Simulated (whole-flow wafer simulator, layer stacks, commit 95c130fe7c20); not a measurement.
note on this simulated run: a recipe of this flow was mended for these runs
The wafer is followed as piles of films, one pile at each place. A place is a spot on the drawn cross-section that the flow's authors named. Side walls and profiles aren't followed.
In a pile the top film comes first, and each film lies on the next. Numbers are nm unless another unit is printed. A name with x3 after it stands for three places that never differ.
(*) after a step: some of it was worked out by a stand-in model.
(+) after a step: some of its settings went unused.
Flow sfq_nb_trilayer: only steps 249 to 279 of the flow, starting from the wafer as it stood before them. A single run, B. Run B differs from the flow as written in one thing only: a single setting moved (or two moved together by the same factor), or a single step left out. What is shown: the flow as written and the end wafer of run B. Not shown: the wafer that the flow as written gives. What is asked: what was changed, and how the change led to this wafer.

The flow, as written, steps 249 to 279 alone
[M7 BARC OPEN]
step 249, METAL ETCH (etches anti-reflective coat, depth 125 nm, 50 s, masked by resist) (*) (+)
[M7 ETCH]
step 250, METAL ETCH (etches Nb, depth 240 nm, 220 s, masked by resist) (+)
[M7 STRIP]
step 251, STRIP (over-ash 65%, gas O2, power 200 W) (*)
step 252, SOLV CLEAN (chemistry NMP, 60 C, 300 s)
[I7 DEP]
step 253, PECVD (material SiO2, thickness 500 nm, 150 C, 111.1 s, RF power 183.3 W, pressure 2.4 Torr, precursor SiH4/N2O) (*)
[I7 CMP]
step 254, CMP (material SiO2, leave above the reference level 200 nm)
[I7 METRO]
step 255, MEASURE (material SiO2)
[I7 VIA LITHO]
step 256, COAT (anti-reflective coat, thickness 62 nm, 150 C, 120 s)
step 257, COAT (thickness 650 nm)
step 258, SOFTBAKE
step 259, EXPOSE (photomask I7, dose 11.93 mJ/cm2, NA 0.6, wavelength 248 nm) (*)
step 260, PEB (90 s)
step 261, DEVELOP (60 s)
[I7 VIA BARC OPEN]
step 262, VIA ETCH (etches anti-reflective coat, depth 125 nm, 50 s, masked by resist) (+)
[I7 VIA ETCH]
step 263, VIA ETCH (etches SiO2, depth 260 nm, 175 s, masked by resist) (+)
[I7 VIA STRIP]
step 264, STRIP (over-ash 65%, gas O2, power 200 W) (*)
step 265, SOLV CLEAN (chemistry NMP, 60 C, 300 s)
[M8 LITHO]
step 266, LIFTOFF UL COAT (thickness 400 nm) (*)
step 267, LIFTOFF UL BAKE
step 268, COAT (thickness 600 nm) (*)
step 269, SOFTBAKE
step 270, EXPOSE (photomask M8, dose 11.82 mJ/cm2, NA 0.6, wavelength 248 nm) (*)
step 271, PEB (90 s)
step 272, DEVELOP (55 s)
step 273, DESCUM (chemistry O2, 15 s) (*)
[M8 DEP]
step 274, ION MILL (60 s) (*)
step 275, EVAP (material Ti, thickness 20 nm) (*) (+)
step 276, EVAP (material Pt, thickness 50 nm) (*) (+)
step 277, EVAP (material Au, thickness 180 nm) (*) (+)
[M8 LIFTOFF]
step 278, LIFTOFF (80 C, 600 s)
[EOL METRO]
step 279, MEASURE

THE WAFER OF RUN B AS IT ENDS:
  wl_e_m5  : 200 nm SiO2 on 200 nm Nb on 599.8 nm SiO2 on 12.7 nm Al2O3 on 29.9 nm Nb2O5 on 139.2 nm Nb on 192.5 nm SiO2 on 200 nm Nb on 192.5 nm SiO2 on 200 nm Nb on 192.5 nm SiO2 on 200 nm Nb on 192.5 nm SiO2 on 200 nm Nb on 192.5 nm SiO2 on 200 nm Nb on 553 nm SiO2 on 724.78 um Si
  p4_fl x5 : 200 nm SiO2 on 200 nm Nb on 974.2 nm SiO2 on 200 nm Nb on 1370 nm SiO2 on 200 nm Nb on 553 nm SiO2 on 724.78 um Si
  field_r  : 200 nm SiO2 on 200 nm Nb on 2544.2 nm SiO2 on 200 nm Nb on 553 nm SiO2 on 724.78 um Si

The reason: step 250, METAL ETCH: etches Nb, depth 240 nm, 220 s, masked by resist (+), was omitted.

Step by step, how the change led to this:
  step 251, STRIP (over-ash 65%, gas O2, power 200 W) (*)
      wl_j_sl x2, wl_jj, wl_a_sl x3 and 11 more: KrF-resist-other-grade loses 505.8 (all of it), anti-reflective coat loses 62 (all of it) (as written it would have been: KrF-resist-other-grade loses 364.6 (all of it), anti-reflective coat loses 62 (all of it))
      ln_m5, lsp_m, ln_m6, lsp_r: KrF-resist-other-grade loses 505.2 (all of it), anti-reflective coat loses 62.3 (all of it) (as written it would have been: KrF-resist-other-grade loses 364 (all of it), anti-reflective coat loses 62.3 (all of it))
      (also at 20 further places)
  step 253, PECVD (material SiO2, thickness 500 nm, 150 C, 111.1 s, RF power 183.3 W, pressure 2.4 Torr, precursor SiH4/N2O) (*)
      field_l, p4_fl x5, p4_w1 x9 and 44 more: SiO2 gains 500 (new film) (as written it would have been: SiO2 gains 500)
      field_r, lsp_l: SiO2 gains 500 (new film) (as written it would have been: SiO2 gains 477.2)
      (also at 4 further places)
  step 254, CMP (material SiO2, leave above the reference level 200 nm)
      field_l, p4_fl x5, p4_w1 x9 and 44 more: SiO2 loses 300 (as written it would have been: SiO2 loses 96)
      field_r, lsp_l: SiO2 loses 300 (as written it would have been: SiO2 loses 73.2)
      (also at 4 further places)
Taking metal films that touch as one body, wl_e_m5 has 7 bodies (between them, from the top down: SiO2 599.8 / Al2O3 12.7 / Nb2O5 29.9; SiO2 192.5; SiO2 192.5; SiO2 192.5; SiO2 192.5; SiO2 192.5); the flow as written gives 6 bodies (between them, from the top down: SiO2 192.5; SiO2 192.5; SiO2 192.5; SiO2 192.5; SiO2 192.5).
Taking metal films that touch as one body, p4_fl x5 has 3 bodies (between them, from the top down: SiO2 974.2; SiO2 1370); the flow as written gives 2 bodies (between them, from the top down: SiO2 1370).
Taking metal films that touch as one body, field_r has 2 bodies (between them, from the top down: SiO2 2544.2); the flow as written gives 1 body.
